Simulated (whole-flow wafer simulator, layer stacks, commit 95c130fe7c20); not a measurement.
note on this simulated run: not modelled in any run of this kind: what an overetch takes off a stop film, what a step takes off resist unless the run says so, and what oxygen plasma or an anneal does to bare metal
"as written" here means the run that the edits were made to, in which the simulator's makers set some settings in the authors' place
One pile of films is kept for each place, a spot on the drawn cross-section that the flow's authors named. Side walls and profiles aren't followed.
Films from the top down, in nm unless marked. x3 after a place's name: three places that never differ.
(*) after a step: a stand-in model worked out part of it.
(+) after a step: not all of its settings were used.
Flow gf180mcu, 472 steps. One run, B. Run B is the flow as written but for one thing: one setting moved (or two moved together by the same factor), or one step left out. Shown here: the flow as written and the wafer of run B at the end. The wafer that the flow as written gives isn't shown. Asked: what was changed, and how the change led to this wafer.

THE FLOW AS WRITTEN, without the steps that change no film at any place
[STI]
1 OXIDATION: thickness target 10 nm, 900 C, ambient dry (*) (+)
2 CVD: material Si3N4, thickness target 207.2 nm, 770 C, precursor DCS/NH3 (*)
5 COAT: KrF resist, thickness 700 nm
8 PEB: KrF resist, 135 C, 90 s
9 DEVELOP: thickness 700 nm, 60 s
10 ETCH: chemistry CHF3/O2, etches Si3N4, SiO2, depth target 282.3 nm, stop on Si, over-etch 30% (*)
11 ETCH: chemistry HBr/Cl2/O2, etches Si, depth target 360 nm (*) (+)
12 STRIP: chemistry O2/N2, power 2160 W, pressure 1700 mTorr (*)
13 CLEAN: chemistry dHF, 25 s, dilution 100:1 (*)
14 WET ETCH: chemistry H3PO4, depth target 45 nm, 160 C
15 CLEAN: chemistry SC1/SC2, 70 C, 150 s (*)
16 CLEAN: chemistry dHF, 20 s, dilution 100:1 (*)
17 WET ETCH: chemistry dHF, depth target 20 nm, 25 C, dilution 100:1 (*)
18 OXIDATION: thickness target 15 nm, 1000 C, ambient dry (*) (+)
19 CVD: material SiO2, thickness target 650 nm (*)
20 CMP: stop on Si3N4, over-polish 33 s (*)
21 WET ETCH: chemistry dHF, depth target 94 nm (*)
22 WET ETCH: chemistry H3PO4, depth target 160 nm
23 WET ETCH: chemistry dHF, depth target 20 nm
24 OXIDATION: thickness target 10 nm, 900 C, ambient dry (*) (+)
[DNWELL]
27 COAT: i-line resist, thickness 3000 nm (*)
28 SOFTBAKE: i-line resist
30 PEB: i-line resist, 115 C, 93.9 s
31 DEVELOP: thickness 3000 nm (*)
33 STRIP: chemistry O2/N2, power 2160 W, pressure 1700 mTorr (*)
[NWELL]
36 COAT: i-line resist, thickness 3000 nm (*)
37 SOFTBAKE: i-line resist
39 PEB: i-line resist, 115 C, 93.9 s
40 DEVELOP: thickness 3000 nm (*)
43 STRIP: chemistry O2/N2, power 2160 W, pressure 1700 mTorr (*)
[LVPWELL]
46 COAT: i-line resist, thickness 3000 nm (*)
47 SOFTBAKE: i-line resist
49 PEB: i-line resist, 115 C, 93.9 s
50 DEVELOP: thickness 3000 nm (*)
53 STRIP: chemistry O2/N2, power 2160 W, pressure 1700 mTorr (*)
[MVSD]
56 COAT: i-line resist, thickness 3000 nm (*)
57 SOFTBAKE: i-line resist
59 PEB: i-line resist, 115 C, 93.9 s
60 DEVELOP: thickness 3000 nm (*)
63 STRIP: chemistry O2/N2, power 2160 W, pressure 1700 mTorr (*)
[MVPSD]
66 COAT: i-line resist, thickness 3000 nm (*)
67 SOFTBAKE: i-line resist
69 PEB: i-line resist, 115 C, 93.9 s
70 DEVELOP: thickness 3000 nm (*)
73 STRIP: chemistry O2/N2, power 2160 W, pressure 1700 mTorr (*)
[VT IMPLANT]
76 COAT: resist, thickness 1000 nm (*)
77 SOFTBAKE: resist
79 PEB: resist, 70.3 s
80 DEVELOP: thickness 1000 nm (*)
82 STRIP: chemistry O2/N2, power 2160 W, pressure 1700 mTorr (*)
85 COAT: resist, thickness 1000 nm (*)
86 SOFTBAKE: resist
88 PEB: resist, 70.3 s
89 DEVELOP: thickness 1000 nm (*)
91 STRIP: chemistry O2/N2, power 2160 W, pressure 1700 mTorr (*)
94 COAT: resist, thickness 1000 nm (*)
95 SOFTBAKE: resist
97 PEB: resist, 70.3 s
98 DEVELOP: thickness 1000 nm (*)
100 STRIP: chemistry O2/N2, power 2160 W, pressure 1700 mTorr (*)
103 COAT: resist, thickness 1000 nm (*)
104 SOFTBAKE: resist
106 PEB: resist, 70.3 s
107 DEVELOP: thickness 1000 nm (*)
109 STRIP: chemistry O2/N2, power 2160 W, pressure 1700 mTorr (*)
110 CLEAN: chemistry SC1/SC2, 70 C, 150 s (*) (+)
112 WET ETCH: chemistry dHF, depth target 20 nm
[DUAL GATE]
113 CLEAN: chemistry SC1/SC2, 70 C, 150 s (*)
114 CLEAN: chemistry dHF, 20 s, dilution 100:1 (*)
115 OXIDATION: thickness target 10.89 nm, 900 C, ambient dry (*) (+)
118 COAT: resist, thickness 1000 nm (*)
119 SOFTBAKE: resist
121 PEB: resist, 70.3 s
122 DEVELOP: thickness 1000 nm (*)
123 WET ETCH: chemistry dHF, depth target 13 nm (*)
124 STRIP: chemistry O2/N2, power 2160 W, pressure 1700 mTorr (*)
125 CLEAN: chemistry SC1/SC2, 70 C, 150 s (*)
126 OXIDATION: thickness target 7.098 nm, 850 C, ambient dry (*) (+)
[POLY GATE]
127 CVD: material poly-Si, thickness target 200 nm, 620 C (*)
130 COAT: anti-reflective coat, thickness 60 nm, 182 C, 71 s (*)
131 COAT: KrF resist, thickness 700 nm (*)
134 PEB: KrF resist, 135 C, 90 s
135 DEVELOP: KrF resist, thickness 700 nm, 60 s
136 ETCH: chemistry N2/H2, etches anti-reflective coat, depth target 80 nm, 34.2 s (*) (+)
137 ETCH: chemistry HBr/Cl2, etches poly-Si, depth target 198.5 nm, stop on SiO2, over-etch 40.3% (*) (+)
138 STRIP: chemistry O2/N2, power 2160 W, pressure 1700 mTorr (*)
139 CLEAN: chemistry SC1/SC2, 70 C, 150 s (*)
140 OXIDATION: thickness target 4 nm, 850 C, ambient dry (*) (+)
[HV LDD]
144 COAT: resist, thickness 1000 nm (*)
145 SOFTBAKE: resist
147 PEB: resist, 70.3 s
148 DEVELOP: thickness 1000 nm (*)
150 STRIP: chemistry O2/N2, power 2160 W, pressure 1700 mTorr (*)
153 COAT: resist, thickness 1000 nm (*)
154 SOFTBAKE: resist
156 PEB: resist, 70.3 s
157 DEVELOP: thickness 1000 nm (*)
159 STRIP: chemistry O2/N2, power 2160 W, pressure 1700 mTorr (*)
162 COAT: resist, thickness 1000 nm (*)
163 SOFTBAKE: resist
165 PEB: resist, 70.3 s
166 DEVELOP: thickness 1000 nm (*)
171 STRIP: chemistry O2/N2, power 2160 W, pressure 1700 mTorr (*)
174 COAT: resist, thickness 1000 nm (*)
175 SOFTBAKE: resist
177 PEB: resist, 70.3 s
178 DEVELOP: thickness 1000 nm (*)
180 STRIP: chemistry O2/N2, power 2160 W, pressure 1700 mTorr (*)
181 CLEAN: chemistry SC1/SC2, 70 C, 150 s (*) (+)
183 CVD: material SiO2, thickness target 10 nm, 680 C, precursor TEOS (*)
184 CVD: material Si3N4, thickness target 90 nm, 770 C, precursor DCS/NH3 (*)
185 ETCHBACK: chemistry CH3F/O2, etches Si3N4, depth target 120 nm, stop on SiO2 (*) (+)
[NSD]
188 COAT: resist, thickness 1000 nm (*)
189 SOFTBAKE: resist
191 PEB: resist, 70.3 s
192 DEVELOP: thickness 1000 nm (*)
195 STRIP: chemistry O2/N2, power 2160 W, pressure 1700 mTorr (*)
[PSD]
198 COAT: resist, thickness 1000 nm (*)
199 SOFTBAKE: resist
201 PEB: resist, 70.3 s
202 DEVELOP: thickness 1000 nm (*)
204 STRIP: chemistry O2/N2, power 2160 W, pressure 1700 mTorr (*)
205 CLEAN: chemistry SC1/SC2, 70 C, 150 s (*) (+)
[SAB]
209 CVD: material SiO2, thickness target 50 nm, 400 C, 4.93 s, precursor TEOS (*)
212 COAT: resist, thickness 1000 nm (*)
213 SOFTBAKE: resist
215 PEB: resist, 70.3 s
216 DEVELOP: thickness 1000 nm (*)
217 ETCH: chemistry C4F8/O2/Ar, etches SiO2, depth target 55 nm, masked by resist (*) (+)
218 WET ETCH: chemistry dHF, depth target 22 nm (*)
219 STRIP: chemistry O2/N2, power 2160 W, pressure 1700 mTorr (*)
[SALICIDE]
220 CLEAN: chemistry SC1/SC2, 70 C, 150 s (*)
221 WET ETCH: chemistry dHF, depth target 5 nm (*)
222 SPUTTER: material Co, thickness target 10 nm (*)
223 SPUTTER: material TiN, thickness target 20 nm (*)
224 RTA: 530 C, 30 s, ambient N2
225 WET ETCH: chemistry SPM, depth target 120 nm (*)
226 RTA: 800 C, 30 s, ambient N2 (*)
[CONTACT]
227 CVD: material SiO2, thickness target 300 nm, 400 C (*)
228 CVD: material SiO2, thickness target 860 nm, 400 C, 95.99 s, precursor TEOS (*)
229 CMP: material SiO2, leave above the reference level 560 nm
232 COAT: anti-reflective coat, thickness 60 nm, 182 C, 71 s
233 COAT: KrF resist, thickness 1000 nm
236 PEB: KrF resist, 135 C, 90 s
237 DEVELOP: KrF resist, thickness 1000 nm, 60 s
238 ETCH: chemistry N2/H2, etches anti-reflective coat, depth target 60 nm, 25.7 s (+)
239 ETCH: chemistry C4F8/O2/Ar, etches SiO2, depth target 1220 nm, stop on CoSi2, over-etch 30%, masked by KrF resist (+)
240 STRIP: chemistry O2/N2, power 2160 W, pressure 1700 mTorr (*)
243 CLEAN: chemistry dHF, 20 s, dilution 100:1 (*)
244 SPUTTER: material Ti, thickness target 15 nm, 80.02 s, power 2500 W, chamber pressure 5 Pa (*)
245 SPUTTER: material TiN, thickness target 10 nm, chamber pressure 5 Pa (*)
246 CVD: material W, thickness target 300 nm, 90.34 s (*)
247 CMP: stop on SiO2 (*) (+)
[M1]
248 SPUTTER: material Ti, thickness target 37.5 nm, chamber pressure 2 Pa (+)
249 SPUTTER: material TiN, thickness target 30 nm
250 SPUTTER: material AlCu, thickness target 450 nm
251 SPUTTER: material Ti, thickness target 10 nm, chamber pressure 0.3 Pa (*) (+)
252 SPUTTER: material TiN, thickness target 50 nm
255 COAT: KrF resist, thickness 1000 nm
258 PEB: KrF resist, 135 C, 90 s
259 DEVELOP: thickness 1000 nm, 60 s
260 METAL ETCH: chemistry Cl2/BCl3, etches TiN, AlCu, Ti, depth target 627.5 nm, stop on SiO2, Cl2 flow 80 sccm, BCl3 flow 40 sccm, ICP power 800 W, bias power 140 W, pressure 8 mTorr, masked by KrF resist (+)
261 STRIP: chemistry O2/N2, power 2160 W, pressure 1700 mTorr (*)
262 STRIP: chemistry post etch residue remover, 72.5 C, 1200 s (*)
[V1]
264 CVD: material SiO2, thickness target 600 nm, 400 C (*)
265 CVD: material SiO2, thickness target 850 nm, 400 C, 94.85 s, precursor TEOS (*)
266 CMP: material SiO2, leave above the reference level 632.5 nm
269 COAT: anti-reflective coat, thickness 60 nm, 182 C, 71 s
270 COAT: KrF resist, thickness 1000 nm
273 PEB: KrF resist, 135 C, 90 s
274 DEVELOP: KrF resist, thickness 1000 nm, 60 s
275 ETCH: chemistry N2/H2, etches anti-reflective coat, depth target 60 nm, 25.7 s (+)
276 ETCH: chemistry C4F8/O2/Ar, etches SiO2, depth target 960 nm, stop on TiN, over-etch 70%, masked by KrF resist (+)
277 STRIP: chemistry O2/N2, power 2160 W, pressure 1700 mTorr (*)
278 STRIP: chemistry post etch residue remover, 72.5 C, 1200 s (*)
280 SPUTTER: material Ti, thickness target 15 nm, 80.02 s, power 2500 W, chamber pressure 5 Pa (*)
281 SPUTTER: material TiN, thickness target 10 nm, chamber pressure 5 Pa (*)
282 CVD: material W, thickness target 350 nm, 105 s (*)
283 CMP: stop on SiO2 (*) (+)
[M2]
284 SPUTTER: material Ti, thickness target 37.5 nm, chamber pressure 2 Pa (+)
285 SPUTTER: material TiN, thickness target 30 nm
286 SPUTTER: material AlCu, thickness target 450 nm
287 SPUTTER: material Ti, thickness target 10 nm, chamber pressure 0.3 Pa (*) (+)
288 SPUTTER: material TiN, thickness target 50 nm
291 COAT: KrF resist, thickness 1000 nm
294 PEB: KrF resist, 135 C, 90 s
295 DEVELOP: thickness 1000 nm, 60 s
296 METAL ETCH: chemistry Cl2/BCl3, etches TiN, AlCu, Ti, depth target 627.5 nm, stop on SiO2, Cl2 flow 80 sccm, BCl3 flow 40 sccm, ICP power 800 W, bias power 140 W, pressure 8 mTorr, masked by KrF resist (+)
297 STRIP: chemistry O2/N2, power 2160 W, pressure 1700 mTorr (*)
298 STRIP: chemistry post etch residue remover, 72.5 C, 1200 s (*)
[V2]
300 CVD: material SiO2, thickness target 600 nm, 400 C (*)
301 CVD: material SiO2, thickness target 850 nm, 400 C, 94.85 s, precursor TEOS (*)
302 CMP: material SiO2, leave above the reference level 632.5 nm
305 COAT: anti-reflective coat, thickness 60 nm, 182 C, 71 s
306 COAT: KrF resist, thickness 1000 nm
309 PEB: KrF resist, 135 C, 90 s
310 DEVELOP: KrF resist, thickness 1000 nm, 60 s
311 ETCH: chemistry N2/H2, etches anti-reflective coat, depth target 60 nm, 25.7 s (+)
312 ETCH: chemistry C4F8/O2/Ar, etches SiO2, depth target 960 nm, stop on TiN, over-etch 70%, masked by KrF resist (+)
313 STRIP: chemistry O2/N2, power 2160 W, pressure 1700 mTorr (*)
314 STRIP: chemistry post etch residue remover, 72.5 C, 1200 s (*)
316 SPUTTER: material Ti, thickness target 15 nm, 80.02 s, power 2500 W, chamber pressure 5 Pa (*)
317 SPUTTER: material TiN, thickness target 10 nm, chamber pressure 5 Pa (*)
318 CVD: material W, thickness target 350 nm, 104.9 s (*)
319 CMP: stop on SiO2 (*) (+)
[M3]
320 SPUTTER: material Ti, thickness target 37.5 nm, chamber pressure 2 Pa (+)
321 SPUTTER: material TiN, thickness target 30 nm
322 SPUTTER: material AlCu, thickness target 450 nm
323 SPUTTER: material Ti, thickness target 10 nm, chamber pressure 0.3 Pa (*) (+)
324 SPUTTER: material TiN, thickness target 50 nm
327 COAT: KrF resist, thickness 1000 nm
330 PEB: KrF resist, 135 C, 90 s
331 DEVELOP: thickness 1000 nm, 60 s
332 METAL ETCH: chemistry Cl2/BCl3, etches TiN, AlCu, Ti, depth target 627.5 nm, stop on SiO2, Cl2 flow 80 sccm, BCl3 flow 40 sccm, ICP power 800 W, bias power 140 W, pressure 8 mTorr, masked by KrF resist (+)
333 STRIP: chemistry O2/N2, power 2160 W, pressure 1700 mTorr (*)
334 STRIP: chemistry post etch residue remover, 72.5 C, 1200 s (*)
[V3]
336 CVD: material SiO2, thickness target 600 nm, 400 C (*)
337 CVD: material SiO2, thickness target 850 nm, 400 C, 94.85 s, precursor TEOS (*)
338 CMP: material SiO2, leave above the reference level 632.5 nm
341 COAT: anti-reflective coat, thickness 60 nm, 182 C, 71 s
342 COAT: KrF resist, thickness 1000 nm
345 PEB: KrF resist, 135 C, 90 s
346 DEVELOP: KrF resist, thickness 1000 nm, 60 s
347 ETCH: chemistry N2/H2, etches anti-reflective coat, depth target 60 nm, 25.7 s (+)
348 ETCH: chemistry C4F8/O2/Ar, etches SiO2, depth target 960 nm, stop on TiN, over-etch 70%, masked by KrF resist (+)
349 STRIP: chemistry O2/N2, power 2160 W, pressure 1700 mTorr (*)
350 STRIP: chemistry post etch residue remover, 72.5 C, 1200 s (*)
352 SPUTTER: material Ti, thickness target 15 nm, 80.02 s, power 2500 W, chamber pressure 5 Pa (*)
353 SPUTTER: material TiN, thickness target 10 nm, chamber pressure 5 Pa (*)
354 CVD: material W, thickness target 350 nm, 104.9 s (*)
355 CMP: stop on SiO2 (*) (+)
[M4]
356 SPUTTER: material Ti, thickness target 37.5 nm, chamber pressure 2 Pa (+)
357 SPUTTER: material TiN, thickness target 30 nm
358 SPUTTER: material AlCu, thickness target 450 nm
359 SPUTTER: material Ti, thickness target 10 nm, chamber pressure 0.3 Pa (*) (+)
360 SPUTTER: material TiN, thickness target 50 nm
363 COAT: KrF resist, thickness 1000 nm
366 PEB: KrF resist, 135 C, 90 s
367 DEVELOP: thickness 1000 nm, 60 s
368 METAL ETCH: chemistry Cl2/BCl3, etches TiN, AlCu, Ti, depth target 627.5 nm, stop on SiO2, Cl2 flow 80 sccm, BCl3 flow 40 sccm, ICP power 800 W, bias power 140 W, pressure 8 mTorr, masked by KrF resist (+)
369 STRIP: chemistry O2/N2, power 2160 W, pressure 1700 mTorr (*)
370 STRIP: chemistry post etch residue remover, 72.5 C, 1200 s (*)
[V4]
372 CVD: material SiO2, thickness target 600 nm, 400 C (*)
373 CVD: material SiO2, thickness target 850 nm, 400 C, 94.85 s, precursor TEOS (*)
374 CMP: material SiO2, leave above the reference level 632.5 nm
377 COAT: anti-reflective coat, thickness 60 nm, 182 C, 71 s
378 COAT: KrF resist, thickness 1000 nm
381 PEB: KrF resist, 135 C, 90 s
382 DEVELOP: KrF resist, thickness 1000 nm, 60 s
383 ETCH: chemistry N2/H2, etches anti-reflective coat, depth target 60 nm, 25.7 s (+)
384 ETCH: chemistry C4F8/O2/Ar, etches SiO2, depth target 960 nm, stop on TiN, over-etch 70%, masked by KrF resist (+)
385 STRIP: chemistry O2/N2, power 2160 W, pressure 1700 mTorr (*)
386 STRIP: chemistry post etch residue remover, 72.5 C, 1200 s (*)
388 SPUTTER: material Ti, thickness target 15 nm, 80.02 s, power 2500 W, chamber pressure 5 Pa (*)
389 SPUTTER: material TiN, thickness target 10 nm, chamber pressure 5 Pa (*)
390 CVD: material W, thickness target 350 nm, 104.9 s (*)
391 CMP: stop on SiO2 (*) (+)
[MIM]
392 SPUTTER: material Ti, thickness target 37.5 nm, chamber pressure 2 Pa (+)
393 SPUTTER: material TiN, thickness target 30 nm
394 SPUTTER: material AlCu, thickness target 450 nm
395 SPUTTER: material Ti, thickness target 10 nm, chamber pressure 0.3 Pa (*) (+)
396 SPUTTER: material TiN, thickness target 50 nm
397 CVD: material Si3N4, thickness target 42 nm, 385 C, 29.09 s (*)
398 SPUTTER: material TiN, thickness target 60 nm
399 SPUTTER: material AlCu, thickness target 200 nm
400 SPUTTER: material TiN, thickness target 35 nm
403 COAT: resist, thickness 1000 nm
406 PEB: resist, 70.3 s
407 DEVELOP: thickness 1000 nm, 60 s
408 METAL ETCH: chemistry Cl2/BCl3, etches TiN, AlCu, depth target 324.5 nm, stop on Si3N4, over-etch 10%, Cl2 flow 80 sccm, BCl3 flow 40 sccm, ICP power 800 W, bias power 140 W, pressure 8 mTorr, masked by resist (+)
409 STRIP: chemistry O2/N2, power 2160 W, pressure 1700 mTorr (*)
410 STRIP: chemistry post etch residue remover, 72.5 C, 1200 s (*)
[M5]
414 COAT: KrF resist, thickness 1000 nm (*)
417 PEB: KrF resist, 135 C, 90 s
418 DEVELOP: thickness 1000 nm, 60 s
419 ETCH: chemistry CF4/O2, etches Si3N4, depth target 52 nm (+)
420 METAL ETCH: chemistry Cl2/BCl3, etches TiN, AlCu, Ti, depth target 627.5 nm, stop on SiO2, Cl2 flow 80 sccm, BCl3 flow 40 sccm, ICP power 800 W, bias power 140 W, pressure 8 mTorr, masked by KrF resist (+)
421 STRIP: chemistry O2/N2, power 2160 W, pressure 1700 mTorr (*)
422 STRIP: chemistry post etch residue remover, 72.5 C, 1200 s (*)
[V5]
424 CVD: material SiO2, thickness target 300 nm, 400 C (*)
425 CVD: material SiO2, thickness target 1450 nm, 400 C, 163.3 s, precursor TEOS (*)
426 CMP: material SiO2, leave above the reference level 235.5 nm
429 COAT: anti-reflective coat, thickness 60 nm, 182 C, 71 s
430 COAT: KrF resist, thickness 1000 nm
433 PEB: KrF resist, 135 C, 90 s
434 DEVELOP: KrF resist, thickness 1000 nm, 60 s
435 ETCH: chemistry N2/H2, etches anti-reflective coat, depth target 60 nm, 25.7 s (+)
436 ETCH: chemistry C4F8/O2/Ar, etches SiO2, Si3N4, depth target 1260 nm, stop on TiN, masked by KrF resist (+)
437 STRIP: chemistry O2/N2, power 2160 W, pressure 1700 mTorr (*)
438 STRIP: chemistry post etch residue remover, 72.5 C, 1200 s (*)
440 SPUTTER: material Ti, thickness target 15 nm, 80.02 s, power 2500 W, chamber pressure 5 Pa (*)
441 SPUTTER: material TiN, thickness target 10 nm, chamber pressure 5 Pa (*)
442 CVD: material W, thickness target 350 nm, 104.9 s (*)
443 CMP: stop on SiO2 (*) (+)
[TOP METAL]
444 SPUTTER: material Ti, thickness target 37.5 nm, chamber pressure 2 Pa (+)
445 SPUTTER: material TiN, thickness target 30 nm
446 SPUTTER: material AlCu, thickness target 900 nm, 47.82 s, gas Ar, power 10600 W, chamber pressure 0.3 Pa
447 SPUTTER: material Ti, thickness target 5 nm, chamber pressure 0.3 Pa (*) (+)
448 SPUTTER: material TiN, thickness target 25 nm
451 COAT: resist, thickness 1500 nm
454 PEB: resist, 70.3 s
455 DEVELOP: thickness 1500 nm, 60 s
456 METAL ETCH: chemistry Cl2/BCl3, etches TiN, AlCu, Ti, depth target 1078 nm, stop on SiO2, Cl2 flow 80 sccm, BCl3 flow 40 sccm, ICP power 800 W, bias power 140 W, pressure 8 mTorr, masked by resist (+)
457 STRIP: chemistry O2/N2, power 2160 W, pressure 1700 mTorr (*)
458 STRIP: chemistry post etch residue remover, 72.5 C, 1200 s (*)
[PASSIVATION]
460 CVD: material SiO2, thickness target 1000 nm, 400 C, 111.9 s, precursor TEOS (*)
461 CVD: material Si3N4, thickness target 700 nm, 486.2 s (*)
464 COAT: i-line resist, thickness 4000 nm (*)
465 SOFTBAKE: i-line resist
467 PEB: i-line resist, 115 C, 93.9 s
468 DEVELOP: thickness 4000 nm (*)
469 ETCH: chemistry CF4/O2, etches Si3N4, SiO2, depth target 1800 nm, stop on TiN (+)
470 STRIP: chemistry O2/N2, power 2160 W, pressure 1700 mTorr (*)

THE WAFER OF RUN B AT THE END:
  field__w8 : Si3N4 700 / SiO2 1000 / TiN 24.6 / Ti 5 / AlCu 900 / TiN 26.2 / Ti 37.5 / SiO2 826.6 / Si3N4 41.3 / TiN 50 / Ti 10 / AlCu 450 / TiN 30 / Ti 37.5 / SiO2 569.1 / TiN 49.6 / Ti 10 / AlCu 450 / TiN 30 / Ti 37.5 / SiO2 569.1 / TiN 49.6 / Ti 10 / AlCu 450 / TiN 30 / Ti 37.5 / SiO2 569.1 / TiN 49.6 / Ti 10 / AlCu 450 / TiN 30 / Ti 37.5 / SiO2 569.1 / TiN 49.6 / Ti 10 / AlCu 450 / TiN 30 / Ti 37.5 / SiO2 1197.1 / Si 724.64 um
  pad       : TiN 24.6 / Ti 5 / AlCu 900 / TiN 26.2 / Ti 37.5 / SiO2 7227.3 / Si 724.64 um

The cause: step 445, SPUTTER: thickness target 26.2 nm was run, where the flow has thickness target 30 nm.
It can be read off the wafer: field__w8 has TiN 26.2, and step 445 as written asks for 30 nm.

How the change led to this, step by step:
  445 SPUTTER: material TiN, thickness target 30 nm
      field, field__w1, field__w2 and 109 more: TiN +26.2 (new film) (as written it would be: TiN +30 (new film))
  456 METAL ETCH: chemistry Cl2/BCl3, etches TiN, AlCu, Ti, depth target 1078 nm, stop on SiO2, Cl2 flow 80 sccm, BCl3 flow 40 sccm, ICP power 800 W, bias power 140 W, pressure 8 mTorr, masked by resist (+)
      field, field__w1, field__w2 and 103 more: TiN -25 (all of it), Ti -5 (all of it), AlCu -900 (all of it), TiN -26.2 (all of it), Ti -37.5 (all of it) (as written it would be: TiN -25 (all of it), Ti -5 (all of it), AlCu -900 (all of it), TiN -30 (all of it), Ti -37.5 (all of it))
